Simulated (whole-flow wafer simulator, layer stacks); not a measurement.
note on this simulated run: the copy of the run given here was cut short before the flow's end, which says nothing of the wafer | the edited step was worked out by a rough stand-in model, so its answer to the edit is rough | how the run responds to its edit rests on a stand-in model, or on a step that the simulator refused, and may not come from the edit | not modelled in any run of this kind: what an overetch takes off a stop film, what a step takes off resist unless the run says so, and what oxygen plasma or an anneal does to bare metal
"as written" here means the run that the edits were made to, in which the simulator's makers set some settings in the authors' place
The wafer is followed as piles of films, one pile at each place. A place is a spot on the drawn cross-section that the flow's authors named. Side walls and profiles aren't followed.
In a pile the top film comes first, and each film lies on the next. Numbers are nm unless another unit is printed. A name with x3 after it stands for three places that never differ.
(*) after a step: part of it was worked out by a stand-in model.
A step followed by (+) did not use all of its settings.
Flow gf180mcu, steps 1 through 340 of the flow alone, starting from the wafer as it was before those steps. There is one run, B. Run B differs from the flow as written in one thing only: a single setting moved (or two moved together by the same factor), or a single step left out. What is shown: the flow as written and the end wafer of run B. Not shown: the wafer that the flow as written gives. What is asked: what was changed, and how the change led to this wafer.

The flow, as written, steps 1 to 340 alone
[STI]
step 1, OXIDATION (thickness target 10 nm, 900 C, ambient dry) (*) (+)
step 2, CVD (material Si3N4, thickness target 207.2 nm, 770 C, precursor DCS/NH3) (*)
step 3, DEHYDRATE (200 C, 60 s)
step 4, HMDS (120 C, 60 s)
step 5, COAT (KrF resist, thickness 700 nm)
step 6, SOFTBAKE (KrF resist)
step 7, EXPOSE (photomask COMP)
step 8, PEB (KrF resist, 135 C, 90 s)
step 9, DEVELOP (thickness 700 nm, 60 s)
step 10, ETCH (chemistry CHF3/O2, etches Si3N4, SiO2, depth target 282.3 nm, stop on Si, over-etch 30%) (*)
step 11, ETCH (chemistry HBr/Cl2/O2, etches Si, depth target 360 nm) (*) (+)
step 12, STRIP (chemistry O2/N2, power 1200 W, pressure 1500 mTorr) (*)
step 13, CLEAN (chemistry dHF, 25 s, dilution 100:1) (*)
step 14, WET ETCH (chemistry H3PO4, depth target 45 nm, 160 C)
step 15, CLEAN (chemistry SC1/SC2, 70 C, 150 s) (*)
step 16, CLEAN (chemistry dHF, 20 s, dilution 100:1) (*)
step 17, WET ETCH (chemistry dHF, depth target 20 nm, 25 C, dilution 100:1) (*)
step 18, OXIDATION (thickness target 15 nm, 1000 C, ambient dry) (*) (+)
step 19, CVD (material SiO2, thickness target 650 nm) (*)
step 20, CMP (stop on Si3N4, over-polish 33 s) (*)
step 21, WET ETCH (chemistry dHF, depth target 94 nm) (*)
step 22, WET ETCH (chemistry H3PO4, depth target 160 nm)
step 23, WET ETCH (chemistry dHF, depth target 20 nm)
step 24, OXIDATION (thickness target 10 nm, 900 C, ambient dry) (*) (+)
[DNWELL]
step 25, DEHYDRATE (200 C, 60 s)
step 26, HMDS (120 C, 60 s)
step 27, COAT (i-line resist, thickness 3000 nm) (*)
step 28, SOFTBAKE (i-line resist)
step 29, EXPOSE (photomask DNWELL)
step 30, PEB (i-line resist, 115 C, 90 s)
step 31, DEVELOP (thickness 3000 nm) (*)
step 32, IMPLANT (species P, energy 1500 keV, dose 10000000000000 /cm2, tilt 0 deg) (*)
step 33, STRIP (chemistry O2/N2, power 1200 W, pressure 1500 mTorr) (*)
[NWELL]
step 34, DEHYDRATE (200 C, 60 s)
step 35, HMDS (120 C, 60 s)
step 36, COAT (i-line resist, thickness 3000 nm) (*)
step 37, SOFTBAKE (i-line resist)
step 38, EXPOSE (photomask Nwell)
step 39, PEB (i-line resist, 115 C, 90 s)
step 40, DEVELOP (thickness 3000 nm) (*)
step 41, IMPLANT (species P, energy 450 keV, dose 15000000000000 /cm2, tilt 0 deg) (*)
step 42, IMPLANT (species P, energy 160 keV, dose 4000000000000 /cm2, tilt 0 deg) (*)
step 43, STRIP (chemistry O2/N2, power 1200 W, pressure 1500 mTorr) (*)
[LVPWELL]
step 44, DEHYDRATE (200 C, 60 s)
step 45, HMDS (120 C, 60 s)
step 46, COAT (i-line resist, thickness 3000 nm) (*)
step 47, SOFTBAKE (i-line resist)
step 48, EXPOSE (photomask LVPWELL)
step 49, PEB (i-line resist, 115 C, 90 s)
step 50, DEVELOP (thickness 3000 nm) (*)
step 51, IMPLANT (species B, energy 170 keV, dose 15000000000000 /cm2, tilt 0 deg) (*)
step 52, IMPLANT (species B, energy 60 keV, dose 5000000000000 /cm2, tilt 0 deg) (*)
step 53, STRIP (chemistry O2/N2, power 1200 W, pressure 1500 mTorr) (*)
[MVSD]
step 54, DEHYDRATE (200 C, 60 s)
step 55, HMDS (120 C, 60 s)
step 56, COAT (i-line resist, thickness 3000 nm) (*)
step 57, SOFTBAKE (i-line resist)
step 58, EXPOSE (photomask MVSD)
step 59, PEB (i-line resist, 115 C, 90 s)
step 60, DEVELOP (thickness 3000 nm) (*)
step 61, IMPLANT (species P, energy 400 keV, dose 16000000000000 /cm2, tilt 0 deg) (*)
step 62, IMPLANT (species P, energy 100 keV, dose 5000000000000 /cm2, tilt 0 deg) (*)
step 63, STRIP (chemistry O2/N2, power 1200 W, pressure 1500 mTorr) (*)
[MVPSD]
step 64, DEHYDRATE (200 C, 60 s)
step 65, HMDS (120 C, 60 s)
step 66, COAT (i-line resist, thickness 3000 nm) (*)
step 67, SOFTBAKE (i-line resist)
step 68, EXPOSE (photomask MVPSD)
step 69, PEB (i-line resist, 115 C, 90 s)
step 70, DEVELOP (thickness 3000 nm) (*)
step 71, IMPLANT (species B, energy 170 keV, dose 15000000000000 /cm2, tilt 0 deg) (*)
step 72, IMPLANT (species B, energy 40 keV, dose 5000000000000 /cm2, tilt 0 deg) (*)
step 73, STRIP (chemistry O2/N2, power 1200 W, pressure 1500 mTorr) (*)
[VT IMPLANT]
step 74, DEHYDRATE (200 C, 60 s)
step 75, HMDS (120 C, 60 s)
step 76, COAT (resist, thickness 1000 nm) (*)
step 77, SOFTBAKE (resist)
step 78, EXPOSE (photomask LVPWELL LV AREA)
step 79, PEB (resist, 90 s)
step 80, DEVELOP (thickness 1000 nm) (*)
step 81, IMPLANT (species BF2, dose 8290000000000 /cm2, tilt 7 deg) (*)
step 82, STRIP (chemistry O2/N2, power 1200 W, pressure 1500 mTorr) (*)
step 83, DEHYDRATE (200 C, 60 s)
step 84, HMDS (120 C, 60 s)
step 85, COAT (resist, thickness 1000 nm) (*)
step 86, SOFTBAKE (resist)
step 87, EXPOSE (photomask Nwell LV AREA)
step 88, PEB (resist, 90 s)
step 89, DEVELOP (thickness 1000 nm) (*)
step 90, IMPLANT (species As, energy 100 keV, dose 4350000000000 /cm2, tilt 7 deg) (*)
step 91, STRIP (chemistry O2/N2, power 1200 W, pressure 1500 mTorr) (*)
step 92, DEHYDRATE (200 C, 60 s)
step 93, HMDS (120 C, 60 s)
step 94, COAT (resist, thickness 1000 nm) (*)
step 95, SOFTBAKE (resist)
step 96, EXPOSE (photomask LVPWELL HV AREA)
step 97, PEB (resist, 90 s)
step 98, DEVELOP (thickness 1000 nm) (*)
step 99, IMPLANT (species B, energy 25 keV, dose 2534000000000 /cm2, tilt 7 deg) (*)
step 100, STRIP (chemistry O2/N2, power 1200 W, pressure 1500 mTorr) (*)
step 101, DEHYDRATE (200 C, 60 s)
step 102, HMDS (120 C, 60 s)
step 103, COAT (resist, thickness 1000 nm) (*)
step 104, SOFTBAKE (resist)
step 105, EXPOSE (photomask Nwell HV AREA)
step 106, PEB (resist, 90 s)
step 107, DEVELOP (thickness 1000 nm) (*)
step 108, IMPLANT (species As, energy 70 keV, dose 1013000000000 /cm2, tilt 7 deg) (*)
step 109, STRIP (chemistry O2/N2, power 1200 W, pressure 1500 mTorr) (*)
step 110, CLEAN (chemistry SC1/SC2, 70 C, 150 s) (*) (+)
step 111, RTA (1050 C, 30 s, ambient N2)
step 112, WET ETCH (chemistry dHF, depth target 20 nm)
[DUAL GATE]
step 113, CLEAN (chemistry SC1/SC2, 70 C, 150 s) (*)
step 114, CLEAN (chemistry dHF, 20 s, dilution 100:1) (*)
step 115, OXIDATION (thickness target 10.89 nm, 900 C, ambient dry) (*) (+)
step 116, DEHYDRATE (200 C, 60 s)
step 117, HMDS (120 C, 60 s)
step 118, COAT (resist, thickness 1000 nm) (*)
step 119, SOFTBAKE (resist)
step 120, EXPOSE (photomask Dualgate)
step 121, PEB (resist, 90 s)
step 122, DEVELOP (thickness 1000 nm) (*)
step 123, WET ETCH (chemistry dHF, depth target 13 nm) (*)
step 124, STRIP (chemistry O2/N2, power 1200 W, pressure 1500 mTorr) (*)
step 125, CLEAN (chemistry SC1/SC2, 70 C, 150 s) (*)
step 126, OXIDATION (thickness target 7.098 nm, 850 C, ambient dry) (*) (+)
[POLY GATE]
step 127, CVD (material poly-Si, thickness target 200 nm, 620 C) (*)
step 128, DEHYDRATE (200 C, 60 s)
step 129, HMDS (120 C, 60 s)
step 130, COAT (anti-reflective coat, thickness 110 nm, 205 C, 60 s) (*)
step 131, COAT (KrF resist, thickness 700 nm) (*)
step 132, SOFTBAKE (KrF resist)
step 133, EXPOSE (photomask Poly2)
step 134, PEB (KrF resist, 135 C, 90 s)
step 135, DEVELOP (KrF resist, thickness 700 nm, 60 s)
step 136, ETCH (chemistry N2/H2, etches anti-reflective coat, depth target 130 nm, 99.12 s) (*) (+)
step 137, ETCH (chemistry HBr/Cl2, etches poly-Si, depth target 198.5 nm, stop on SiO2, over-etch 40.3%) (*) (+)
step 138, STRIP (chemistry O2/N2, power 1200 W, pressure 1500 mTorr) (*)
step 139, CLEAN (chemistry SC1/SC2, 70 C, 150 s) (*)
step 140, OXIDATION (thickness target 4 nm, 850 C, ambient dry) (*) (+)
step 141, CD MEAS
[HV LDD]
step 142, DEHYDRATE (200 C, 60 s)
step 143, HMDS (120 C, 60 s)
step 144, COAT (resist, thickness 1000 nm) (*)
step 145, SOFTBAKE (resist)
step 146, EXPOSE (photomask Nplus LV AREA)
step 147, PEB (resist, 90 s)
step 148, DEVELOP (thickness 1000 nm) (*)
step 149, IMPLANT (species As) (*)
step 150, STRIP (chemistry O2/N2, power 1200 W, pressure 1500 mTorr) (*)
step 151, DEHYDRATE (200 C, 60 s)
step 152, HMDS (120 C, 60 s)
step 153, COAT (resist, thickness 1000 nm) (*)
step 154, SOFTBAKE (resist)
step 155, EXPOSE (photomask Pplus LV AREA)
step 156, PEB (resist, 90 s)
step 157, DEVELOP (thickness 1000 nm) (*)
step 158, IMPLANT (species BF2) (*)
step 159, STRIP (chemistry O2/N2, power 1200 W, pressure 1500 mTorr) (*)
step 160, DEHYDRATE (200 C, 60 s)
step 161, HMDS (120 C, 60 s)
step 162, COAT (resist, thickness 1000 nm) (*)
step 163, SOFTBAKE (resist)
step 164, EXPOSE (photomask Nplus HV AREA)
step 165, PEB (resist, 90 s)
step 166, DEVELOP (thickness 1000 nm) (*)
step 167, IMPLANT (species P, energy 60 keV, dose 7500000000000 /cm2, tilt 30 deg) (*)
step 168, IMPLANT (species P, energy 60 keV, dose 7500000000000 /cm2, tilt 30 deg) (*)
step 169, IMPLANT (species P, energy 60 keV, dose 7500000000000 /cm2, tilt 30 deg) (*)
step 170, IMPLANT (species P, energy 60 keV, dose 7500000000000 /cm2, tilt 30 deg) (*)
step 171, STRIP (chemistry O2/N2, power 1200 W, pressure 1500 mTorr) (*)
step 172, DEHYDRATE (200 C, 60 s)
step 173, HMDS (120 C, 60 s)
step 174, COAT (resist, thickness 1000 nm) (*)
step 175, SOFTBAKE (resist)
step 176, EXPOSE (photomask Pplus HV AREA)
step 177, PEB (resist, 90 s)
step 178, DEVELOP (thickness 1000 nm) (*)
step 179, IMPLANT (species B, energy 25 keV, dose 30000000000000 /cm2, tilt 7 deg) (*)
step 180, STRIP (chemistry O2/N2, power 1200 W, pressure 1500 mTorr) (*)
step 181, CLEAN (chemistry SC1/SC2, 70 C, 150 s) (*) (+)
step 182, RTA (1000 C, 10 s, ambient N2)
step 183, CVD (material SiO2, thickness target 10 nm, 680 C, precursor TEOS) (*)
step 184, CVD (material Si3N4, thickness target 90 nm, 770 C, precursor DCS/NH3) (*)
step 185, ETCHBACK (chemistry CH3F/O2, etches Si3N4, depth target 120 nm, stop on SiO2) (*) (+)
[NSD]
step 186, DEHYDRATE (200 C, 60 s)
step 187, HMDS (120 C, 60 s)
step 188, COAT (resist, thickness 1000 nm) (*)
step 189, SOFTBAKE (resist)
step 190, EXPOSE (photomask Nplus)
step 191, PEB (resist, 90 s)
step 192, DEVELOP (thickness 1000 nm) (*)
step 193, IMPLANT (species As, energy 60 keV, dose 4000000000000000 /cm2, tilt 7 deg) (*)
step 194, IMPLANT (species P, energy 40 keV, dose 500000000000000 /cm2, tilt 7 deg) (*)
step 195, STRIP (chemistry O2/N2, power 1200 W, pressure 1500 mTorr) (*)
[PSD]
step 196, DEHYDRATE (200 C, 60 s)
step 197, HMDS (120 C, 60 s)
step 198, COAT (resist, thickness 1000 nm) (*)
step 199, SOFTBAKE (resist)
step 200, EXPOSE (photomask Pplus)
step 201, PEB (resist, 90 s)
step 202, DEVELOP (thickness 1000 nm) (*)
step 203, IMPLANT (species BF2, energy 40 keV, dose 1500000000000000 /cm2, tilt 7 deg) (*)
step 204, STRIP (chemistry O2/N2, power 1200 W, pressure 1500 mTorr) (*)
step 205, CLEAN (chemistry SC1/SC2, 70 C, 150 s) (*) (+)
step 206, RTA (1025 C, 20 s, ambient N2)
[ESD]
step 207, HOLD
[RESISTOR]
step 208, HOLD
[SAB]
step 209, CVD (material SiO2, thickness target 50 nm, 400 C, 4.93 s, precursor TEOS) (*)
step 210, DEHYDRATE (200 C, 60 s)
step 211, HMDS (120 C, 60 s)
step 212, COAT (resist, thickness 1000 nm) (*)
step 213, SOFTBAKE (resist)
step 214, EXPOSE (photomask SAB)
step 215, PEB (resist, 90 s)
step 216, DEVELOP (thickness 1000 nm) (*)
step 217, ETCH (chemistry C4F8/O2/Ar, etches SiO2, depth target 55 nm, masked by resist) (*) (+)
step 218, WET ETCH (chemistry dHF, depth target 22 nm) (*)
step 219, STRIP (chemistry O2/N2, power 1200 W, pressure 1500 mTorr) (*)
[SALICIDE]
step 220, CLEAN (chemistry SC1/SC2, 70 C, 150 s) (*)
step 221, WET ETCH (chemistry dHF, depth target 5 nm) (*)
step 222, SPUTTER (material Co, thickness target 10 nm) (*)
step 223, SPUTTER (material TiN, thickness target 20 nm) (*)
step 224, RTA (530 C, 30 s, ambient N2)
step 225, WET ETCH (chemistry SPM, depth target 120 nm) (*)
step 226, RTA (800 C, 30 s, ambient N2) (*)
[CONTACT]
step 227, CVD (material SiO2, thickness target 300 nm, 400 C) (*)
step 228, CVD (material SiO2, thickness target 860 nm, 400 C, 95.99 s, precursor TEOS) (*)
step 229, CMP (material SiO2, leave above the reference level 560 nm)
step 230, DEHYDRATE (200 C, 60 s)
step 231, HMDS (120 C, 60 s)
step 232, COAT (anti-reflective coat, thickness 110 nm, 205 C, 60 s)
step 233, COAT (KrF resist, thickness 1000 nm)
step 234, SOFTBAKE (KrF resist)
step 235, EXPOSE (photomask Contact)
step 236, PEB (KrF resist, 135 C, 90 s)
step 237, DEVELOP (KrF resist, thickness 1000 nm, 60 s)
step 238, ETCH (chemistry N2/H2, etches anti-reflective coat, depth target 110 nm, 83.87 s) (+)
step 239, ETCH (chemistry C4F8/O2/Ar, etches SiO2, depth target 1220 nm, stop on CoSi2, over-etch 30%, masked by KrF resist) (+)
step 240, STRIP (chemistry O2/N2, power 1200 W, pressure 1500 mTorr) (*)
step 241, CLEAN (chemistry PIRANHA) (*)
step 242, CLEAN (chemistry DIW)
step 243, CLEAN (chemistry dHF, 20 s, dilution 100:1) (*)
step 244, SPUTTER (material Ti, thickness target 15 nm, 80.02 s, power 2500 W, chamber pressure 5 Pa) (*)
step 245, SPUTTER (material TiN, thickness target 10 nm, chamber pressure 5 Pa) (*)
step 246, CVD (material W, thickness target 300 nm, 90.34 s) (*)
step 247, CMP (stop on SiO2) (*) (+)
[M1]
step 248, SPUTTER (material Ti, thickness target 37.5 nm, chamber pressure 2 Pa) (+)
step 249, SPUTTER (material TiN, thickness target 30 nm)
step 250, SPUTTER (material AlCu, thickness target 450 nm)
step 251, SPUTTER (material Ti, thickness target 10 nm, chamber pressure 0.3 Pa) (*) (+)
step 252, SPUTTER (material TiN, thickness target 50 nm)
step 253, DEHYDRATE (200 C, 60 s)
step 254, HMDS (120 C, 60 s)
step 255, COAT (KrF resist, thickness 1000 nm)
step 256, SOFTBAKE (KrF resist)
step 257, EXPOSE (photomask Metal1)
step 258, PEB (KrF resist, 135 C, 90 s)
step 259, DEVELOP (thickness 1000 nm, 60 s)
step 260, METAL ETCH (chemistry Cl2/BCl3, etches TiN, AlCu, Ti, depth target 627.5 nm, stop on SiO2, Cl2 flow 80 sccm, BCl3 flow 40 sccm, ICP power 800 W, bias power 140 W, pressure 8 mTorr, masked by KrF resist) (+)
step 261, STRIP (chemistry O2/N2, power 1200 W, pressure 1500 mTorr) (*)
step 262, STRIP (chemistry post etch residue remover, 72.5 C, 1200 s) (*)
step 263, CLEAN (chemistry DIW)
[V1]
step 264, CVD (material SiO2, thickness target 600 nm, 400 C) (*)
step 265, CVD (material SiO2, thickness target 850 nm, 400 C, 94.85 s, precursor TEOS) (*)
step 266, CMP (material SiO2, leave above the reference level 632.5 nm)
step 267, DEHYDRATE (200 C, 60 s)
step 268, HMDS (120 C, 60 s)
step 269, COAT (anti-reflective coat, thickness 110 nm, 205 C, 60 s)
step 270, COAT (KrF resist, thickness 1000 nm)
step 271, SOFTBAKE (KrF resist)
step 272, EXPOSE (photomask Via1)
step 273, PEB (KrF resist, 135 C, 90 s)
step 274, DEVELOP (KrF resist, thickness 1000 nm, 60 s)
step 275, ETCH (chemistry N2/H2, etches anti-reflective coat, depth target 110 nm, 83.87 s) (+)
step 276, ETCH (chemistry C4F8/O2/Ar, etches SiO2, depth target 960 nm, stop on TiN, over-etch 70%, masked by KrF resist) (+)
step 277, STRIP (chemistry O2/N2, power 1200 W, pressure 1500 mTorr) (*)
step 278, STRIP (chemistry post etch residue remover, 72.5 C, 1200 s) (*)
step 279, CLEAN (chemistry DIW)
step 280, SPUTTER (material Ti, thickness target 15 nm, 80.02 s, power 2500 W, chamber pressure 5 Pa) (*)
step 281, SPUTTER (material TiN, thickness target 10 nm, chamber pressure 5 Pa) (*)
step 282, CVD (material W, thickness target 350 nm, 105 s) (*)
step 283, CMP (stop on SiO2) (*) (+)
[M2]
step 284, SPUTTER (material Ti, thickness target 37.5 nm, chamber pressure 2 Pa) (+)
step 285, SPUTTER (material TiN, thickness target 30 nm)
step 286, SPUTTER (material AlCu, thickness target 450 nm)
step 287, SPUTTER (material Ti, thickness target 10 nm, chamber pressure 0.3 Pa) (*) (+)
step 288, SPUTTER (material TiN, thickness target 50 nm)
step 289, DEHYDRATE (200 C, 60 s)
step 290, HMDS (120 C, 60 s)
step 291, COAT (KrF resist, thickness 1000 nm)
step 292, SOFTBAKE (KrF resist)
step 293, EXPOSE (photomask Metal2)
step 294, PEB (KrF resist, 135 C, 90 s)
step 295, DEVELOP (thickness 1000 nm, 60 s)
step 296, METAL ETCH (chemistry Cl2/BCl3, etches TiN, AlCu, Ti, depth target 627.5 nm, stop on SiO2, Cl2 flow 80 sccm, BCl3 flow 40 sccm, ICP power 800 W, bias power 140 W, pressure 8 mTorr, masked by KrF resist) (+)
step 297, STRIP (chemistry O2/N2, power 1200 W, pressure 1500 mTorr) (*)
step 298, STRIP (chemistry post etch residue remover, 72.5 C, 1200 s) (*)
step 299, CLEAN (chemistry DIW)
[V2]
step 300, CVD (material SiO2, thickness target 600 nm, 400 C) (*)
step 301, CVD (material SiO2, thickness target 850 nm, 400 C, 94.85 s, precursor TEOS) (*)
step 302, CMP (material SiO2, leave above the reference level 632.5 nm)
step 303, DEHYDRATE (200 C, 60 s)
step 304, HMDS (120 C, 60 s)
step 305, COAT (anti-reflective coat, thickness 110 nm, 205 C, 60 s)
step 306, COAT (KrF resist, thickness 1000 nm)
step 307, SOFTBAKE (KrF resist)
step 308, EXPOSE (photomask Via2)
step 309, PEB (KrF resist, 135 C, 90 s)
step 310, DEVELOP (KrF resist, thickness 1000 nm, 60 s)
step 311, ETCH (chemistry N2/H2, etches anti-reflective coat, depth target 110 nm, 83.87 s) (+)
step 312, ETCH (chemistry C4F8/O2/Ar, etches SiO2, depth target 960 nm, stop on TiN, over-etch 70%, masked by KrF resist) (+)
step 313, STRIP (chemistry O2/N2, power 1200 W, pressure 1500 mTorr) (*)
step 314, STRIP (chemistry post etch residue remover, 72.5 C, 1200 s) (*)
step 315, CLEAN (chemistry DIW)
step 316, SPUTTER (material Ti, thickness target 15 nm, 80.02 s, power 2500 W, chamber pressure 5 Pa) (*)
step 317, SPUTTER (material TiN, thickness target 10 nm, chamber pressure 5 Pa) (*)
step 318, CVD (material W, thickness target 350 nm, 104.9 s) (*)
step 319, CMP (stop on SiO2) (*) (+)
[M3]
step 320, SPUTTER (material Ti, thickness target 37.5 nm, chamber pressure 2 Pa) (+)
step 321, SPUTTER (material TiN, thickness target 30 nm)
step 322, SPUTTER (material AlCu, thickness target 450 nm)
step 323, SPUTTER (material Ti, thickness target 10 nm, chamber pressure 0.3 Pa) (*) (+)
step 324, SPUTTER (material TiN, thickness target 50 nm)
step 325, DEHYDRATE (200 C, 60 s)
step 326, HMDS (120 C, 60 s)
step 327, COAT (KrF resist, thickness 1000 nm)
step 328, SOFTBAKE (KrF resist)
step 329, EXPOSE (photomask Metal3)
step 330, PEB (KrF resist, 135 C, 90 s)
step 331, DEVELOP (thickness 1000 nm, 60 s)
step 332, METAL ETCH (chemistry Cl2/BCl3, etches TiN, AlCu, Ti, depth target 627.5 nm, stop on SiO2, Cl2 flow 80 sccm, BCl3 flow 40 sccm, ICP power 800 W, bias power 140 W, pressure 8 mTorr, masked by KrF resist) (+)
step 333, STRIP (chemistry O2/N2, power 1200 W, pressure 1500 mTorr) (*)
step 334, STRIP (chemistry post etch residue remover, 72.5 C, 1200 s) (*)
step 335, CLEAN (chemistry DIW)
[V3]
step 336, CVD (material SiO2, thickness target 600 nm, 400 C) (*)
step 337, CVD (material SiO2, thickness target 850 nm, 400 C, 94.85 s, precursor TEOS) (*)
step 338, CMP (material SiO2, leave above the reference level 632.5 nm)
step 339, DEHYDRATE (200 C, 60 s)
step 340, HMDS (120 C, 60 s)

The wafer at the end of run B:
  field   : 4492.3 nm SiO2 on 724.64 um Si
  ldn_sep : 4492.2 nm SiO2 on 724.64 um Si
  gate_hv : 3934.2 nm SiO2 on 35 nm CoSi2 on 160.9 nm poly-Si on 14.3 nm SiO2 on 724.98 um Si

The reason: step 337, CVD: 43.87 s was run, while the flow as written has 94.85 s.

Step by step, how the change led to this:
  step 337, CVD (material SiO2, thickness target 850 nm, 400 C, 94.85 s, precursor TEOS) (*)
      field, field__w1, field__w2 and 108 more: +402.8 SiO2 (it would be, as written: +850 SiO2)
  step 338, CMP (material SiO2, leave above the reference level 632.5 nm)
      field, field__w1, field__w2 and 103 more: nothing (it would be, as written: -300 SiO2)
      field__w8, contact, m1, m1__w1, m1_nw: -429.9 SiO2 (it would be, as written: -877.1 SiO2)
